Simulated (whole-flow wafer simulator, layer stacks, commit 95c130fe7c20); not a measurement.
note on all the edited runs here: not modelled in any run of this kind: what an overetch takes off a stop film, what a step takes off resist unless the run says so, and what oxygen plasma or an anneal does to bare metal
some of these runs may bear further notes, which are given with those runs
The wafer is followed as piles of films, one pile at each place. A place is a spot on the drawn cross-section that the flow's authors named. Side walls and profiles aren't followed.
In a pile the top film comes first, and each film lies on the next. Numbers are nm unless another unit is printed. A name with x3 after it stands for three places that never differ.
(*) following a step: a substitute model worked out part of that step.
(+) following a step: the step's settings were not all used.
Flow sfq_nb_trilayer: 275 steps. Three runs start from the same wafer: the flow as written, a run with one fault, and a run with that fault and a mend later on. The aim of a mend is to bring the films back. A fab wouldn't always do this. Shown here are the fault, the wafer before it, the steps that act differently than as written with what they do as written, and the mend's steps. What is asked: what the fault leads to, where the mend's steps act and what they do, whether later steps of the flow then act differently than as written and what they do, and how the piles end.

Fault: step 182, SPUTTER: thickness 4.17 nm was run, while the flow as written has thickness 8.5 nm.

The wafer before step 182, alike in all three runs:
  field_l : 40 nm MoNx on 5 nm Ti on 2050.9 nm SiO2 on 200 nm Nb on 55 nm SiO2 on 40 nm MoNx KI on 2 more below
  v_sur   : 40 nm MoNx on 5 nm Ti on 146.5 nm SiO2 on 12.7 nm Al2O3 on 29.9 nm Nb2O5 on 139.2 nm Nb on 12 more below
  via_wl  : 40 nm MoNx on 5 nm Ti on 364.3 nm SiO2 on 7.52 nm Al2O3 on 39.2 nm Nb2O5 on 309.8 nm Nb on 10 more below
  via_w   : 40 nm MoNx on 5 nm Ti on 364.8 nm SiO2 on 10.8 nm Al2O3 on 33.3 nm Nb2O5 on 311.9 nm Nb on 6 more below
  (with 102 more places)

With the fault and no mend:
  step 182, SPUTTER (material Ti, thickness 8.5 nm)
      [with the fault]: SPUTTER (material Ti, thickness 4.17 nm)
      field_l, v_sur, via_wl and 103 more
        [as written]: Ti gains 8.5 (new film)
        [with the fault]: Ti gains 4.17 (new film)
  Steps later in the flow that act otherwise than as written (12 other steps are not shown; they differ only slightly, by no more than 2% or 0.5 nm, whichever is larger):
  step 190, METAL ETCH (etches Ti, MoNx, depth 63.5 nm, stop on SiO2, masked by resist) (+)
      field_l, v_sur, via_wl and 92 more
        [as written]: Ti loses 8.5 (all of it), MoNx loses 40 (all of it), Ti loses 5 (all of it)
        [with the fault]: Ti loses 4.17 (all of it), MoNx loses 40 (all of it), Ti loses 5 (all of it)
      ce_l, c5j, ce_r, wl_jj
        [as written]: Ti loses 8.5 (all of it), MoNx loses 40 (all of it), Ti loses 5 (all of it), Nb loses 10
        [with the fault]: Ti loses 4.17 (all of it), MoNx loses 40 (all of it), Ti loses 5 (all of it), Nb loses 14.3
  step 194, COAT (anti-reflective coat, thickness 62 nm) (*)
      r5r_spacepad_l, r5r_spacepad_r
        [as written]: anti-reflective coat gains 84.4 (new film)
        [with the fault]: anti-reflective coat gains 82.5 (new film)
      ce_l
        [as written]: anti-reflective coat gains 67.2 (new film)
        [with the fault]: anti-reflective coat gains 69.1 (new film)
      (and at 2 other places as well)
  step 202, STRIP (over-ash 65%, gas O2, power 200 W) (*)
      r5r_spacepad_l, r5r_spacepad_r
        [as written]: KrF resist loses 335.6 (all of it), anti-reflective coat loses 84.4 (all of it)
        [with the fault]: KrF resist loses 335.5 (all of it), anti-reflective coat loses 82.5 (all of it)
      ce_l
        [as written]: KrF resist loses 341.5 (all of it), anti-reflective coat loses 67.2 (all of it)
        [with the fault]: KrF resist loses 342.7 (all of it), anti-reflective coat loses 69.1 (all of it)
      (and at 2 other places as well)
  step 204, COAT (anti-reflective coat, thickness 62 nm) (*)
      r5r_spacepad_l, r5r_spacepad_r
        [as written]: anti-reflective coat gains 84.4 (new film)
        [with the fault]: anti-reflective coat gains 82.5 (new film)
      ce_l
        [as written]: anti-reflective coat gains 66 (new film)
        [with the fault]: anti-reflective coat gains 67.9 (new film)
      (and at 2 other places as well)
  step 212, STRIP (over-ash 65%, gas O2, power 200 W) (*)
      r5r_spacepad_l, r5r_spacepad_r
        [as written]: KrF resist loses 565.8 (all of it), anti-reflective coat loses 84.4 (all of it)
        [with the fault]: KrF resist loses 565.3 (all of it), anti-reflective coat loses 82.5 (all of it)
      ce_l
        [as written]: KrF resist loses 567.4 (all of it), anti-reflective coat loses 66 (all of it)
        [with the fault]: KrF resist loses 568.2 (all of it), anti-reflective coat loses 67.9 (all of it)
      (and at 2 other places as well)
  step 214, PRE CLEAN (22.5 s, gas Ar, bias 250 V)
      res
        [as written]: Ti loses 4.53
        [with the fault]: Ti loses 4.17 (all of it), MoNx loses 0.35
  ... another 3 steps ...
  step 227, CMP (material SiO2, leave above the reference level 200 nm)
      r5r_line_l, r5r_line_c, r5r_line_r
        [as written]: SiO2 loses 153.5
        [with the fault]: SiO2 loses 149.2
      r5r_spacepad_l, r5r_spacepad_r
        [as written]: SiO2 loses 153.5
        [with the fault]: SiO2 loses 146.7
  By the end, the piles at ce_l, ce_r, be_r and 7 more depart from the flow's by more than 2% or 0.5 nm, whichever is larger.
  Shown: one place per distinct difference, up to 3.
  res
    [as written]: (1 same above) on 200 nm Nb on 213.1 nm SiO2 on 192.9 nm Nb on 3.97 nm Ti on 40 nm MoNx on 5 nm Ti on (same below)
    [with the fault]: (1 same above) on 200 nm Nb on 217.5 nm SiO2 on 192.9 nm Nb on 39.6 nm MoNx on 5 nm Ti on (same below)
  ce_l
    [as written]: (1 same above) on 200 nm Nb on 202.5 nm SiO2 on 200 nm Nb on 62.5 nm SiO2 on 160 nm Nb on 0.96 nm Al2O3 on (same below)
    [with the fault]: (1 same above) on 200 nm Nb on 206.8 nm SiO2 on 200 nm Nb on 62.5 nm SiO2 on 155.7 nm Nb on 0.96 nm Al2O3 on (same below)
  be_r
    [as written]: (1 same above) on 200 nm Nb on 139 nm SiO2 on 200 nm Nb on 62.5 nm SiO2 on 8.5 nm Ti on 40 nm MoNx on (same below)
    [with the fault]: (1 same above) on 200 nm Nb on 143.3 nm SiO2 on 200 nm Nb on 62.5 nm SiO2 on 4.17 nm Ti on 40 nm MoNx on (same below)

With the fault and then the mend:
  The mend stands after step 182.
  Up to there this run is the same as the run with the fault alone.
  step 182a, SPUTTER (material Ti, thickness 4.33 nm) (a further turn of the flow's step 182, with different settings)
      field_l, v_sur, via_wl and 103 more
        Ti gains 4.33
  Every later step of the flow that is run acts as written at every place that is followed.
  At every place that both follow, the piles at the end match the flow's.
